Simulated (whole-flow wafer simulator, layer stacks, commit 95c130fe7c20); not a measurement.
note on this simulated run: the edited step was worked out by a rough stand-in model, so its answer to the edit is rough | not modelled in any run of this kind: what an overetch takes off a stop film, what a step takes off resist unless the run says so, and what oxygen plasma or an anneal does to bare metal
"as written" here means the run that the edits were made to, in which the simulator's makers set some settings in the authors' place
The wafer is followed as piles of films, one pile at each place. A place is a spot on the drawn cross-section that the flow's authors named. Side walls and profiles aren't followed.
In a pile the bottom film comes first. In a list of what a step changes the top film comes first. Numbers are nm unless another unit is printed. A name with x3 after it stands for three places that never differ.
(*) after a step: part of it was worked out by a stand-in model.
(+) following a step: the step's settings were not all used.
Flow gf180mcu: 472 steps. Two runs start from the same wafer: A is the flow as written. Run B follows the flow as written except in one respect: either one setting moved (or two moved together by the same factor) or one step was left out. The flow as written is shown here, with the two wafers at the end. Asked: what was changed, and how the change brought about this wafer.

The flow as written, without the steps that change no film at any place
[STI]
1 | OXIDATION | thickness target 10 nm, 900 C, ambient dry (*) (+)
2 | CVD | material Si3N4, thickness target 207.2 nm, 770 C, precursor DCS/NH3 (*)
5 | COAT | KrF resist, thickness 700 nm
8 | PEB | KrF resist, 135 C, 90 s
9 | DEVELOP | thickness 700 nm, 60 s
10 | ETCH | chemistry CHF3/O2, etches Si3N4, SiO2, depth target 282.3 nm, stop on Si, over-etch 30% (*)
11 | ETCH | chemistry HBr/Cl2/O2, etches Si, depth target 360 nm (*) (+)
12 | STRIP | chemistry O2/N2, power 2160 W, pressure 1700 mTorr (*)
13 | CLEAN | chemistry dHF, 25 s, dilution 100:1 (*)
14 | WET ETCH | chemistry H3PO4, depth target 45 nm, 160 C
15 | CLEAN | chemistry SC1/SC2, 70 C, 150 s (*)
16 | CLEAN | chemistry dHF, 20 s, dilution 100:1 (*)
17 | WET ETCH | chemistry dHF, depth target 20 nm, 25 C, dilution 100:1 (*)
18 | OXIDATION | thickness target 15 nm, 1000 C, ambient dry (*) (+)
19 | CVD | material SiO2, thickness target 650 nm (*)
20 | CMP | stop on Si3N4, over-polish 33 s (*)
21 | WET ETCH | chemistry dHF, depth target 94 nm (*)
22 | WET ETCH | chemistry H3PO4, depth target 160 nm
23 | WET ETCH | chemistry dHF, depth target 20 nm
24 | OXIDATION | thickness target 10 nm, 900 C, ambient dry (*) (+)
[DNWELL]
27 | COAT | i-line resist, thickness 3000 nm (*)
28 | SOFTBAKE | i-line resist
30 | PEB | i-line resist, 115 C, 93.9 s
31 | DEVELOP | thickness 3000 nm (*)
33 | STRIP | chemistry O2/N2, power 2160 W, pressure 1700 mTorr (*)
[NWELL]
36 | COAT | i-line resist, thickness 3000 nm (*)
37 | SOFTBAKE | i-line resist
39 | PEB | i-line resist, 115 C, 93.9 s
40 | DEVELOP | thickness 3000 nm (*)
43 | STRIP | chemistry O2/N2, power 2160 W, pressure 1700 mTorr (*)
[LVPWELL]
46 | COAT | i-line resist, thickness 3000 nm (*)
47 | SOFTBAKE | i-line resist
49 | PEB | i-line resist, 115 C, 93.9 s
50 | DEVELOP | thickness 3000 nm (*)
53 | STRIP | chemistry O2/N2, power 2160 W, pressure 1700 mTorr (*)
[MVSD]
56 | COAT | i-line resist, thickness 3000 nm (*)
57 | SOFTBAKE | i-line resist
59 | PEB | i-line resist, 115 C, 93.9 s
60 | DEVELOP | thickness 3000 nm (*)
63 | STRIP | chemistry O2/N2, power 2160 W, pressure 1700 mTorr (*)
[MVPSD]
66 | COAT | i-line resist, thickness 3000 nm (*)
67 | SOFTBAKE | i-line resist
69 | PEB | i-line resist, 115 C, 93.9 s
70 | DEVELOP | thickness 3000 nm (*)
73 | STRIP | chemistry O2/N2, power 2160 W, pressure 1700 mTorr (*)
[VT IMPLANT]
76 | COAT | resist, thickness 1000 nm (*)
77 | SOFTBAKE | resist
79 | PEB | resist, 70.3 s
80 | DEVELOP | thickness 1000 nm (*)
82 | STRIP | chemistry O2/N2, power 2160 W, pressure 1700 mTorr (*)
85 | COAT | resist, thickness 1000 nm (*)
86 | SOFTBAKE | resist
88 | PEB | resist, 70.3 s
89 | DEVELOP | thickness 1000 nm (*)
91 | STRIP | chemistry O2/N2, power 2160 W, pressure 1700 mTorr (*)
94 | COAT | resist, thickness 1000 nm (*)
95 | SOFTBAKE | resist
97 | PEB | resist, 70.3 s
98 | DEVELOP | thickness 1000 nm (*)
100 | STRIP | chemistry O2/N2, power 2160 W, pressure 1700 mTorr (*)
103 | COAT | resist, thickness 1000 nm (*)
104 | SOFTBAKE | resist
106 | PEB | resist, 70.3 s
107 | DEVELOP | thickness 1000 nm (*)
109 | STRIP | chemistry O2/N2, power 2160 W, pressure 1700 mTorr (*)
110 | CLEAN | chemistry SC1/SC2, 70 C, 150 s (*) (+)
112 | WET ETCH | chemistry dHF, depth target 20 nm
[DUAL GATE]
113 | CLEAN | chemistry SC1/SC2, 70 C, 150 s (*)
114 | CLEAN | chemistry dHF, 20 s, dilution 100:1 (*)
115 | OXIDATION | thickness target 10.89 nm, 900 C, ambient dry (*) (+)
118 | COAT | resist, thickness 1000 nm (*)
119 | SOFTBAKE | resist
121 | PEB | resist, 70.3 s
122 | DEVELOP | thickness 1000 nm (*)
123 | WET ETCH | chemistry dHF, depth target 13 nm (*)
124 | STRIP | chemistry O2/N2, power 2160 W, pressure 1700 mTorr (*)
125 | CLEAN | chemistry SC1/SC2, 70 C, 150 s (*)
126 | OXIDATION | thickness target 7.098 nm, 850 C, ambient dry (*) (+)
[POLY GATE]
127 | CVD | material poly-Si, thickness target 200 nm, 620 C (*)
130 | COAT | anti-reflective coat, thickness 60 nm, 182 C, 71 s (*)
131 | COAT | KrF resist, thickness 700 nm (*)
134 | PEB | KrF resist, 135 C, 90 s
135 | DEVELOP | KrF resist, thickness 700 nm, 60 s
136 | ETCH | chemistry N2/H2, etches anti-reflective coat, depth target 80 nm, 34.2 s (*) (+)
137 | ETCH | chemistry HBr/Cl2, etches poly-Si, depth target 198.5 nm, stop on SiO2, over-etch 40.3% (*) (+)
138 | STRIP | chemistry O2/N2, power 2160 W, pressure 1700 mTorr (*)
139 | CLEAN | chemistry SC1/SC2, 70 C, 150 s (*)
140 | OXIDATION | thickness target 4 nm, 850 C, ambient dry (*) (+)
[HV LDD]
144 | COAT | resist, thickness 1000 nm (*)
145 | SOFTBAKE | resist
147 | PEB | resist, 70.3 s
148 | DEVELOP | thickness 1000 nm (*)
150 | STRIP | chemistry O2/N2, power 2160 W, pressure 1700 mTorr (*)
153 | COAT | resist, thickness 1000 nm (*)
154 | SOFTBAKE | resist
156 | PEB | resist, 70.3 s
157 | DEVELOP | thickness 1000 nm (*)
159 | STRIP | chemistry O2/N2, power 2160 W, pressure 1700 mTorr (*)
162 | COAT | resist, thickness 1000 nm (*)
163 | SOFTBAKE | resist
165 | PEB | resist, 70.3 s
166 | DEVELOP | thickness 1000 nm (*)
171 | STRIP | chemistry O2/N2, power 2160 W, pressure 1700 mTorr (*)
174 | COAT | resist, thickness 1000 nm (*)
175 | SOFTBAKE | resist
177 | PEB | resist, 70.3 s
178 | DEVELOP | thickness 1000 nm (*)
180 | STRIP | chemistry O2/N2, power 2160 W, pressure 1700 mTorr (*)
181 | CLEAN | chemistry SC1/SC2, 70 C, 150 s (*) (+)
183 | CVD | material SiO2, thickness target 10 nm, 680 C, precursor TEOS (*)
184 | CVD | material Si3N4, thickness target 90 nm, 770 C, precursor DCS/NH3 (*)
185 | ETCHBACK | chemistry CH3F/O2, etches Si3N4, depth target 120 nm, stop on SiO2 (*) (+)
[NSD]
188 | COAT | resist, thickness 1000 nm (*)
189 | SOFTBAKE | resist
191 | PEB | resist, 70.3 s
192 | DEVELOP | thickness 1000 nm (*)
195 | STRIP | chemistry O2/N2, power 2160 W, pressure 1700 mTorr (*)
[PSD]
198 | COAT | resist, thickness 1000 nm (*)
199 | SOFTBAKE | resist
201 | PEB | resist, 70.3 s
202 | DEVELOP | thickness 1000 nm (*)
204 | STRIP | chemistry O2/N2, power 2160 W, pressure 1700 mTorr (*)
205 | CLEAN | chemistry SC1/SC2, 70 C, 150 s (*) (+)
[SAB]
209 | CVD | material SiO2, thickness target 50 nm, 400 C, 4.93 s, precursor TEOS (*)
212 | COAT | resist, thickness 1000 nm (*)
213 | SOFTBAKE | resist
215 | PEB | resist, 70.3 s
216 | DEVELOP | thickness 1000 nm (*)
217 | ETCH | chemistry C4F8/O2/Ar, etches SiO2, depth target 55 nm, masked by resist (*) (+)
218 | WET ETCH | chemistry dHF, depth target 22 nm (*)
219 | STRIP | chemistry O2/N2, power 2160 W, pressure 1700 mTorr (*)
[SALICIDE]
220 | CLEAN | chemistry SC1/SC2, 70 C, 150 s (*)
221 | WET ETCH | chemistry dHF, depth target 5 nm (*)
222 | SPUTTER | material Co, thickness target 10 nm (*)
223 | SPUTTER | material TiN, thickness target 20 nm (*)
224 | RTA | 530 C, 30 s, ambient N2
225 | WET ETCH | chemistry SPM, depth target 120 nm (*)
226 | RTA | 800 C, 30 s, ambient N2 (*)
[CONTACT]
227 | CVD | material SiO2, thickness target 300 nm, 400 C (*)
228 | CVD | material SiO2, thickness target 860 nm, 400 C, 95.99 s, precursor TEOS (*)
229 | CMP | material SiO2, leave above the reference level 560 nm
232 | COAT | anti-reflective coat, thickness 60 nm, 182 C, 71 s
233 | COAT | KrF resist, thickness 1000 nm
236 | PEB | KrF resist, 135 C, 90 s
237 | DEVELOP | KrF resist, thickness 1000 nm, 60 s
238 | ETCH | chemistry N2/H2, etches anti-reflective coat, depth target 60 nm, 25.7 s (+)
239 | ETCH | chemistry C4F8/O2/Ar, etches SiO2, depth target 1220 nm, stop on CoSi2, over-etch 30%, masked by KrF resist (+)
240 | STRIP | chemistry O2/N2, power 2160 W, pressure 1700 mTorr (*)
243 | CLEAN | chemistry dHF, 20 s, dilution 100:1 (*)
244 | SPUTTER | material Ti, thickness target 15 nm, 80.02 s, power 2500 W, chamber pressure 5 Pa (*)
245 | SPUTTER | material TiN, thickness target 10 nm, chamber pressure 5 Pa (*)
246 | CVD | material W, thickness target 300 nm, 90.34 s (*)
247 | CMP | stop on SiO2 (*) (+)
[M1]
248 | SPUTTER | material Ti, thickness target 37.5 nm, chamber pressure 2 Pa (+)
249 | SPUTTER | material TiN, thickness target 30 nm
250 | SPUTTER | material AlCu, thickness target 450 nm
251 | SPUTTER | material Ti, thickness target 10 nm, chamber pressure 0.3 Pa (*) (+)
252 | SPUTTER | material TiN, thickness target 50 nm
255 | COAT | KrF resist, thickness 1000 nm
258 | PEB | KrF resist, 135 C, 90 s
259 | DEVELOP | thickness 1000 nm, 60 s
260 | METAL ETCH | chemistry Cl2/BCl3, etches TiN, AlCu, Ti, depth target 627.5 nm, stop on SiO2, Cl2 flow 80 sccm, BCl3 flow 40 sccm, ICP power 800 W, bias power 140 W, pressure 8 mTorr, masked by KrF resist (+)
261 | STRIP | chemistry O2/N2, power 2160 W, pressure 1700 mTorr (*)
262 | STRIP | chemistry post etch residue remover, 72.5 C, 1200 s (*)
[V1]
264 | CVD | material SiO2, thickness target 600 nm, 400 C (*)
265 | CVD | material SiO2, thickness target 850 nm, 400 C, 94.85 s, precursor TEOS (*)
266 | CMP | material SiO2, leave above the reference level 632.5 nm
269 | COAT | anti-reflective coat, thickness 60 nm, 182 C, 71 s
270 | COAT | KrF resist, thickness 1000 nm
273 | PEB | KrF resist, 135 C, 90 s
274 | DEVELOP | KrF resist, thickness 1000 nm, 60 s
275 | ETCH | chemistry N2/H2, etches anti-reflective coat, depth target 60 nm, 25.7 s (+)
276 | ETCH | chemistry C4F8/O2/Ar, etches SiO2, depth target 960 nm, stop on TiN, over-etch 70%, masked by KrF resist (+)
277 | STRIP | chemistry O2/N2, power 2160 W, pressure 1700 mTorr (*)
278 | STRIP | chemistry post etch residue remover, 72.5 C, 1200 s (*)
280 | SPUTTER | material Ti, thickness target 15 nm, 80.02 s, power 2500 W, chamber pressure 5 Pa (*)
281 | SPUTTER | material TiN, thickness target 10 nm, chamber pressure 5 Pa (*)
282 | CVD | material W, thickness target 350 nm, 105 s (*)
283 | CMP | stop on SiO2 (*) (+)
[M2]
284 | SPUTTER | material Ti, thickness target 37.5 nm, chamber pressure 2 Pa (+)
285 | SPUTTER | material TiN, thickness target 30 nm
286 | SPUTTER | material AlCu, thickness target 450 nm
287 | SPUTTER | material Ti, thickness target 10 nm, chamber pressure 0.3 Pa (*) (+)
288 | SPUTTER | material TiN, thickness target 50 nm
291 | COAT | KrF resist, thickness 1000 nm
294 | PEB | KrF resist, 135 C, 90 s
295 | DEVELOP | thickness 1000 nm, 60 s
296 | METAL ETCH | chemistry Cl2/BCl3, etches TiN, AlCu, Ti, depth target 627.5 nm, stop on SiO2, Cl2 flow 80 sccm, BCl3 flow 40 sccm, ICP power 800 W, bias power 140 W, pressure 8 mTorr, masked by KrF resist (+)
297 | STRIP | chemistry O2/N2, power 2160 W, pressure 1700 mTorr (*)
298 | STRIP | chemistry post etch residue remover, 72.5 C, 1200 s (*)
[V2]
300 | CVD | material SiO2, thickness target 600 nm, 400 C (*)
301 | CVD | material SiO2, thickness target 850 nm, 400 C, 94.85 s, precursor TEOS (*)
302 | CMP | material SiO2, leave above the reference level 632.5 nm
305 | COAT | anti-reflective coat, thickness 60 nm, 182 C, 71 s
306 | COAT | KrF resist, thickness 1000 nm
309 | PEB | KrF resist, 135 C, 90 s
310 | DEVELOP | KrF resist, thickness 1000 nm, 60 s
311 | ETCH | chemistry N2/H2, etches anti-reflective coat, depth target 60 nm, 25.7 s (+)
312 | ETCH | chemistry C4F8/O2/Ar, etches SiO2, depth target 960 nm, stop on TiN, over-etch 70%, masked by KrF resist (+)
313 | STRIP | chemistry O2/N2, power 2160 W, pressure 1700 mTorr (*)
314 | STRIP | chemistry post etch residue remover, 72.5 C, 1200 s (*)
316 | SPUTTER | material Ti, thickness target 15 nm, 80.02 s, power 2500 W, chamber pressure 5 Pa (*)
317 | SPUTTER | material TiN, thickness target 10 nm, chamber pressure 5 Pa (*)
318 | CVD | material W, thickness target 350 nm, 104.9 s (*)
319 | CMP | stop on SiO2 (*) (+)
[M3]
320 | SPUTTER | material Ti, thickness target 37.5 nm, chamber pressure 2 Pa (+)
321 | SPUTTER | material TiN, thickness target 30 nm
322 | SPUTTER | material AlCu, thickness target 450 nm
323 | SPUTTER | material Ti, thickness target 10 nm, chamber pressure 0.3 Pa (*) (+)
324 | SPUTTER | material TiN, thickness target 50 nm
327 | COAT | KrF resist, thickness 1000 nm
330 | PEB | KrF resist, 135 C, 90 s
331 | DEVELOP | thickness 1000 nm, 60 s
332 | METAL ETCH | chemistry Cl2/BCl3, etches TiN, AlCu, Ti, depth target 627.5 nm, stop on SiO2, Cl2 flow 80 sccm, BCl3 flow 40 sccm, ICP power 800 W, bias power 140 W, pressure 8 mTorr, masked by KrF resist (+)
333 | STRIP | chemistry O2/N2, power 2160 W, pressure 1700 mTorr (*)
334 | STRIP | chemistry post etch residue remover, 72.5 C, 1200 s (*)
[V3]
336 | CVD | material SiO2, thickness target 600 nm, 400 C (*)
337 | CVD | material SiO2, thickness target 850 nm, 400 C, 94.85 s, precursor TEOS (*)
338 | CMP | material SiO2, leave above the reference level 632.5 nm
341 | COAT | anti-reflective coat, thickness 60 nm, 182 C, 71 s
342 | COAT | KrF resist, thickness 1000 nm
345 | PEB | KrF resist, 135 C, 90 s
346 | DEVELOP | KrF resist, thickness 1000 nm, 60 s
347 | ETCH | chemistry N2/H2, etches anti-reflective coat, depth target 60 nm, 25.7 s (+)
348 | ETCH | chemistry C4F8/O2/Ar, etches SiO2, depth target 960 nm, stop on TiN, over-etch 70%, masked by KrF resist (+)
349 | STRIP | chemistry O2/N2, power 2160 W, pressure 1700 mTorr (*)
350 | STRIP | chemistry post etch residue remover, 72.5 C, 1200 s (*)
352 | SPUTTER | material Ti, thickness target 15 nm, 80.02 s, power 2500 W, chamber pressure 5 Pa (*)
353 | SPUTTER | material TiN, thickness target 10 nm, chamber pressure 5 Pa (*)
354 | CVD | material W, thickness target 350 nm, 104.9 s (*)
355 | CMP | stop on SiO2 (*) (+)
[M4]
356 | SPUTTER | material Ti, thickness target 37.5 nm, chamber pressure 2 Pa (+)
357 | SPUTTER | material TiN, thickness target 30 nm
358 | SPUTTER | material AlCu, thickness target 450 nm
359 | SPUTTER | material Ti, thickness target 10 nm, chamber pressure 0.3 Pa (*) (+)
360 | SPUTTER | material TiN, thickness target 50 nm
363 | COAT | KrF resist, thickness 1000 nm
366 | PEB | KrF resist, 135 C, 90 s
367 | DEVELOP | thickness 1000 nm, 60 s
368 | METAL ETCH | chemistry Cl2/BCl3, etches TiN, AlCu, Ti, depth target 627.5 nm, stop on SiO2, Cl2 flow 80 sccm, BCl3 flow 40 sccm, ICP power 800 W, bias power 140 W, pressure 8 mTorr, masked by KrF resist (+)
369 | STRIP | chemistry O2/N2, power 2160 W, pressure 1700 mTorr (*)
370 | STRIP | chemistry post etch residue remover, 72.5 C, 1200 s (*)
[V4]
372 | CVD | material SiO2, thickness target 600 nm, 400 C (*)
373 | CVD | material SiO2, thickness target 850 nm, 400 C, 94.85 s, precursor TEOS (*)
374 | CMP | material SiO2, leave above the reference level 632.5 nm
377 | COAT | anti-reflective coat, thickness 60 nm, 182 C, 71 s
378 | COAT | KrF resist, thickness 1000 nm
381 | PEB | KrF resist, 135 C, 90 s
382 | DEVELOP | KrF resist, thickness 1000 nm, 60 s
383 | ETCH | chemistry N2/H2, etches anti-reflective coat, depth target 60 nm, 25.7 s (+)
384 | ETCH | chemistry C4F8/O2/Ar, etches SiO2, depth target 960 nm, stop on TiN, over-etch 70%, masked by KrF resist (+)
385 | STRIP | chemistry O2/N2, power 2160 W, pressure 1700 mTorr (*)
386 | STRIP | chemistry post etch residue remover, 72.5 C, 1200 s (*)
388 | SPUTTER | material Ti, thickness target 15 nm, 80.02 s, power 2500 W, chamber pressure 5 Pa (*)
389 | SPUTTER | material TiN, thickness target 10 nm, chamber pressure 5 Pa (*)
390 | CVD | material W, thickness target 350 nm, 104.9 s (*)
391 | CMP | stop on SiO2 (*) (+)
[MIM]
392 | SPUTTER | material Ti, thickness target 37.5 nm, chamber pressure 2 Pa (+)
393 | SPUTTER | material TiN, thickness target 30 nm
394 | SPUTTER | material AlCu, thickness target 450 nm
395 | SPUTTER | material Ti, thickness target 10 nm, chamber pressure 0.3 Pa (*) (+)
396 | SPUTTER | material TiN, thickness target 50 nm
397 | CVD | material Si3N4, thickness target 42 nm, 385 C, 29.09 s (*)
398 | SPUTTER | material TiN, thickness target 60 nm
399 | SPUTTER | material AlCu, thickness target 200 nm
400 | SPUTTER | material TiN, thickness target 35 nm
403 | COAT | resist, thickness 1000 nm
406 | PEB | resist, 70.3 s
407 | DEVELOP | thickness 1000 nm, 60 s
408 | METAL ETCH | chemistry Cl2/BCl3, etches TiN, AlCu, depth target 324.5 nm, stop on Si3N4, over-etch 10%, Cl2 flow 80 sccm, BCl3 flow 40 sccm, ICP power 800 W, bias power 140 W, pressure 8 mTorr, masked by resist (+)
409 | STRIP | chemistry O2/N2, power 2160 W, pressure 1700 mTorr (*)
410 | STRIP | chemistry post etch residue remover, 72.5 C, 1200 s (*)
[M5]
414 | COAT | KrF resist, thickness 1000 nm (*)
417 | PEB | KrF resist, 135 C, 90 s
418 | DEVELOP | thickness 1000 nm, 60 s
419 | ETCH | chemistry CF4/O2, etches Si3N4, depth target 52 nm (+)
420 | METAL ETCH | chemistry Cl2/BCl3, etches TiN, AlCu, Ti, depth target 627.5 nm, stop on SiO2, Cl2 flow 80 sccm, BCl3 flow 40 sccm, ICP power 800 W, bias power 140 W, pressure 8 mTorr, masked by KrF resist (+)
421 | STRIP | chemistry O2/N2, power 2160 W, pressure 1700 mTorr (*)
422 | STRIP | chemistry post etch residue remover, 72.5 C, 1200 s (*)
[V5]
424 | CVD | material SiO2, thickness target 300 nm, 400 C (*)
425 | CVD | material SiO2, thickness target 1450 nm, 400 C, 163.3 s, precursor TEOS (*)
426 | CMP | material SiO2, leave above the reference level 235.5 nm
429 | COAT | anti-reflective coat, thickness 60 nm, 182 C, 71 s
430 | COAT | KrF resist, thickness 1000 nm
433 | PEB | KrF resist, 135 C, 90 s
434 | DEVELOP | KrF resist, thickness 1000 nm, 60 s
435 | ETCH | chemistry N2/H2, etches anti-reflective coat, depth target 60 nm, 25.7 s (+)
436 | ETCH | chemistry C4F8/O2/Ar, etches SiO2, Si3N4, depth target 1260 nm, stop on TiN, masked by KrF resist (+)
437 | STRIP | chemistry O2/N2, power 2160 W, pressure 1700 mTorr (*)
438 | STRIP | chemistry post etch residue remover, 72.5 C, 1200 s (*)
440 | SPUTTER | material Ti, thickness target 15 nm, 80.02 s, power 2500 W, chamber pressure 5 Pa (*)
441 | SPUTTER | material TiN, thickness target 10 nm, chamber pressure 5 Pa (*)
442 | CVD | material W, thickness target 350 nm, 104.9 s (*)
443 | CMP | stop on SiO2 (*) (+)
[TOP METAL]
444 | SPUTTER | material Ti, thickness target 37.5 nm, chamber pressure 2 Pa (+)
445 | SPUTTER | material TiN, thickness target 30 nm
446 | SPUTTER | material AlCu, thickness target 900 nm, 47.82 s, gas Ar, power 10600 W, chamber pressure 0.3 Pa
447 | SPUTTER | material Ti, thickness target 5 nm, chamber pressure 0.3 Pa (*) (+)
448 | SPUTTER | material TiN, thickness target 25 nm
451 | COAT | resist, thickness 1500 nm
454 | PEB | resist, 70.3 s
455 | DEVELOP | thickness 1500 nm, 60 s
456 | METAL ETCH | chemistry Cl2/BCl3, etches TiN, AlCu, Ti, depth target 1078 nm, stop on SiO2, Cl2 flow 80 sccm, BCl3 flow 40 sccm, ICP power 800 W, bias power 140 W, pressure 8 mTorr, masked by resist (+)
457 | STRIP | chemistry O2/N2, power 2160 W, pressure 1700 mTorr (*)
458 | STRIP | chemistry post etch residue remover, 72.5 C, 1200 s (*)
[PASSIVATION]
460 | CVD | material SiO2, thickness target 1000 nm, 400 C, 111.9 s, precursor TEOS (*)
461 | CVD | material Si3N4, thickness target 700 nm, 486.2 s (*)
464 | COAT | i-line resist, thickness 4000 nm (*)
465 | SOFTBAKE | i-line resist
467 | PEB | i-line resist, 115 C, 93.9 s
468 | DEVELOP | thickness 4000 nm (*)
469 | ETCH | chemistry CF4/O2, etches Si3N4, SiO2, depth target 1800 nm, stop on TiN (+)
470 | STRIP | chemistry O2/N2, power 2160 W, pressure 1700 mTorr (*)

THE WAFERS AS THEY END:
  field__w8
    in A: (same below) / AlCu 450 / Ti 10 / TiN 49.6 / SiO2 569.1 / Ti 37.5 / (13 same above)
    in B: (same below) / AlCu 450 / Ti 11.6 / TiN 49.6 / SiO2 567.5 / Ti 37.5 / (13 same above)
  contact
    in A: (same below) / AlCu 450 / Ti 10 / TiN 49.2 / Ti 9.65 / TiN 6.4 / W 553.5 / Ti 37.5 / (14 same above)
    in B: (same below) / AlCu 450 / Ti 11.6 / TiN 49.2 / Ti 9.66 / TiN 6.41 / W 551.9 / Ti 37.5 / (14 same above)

What caused this: step 359, SPUTTER: thickness target 11.6 nm was run, though the flow has thickness target 10 nm.
One can read it off the wafer: field__w8 has Ti 11.6, and step 359 as written asks for 10 nm.

Step by step, how the change led to this:
  359 | SPUTTER | material Ti, thickness target 10 nm, chamber pressure 0.3 Pa (*) (+)
      field, field__w1, field__w2 and 108 more: A +10 Ti (new film) | B +11.6 Ti (new film)
  368 | METAL ETCH | chemistry Cl2/BCl3, etches TiN, AlCu, Ti, depth target 627.5 nm, stop on SiO2, Cl2 flow 80 sccm, BCl3 flow 40 sccm, ICP power 800 W, bias power 140 W, pressure 8 mTorr, masked by KrF resist (+)
      field, field__w1, field__w2 and 103 more: A -50 TiN (all of it), -10 Ti (all of it), -450 AlCu (all of it), -30 TiN (all of it), -37.5 Ti (all of it) | B -50 TiN (all of it), -11.6 Ti (all of it), -450 AlCu (all of it), -30 TiN (all of it), -37.5 Ti (all of it)
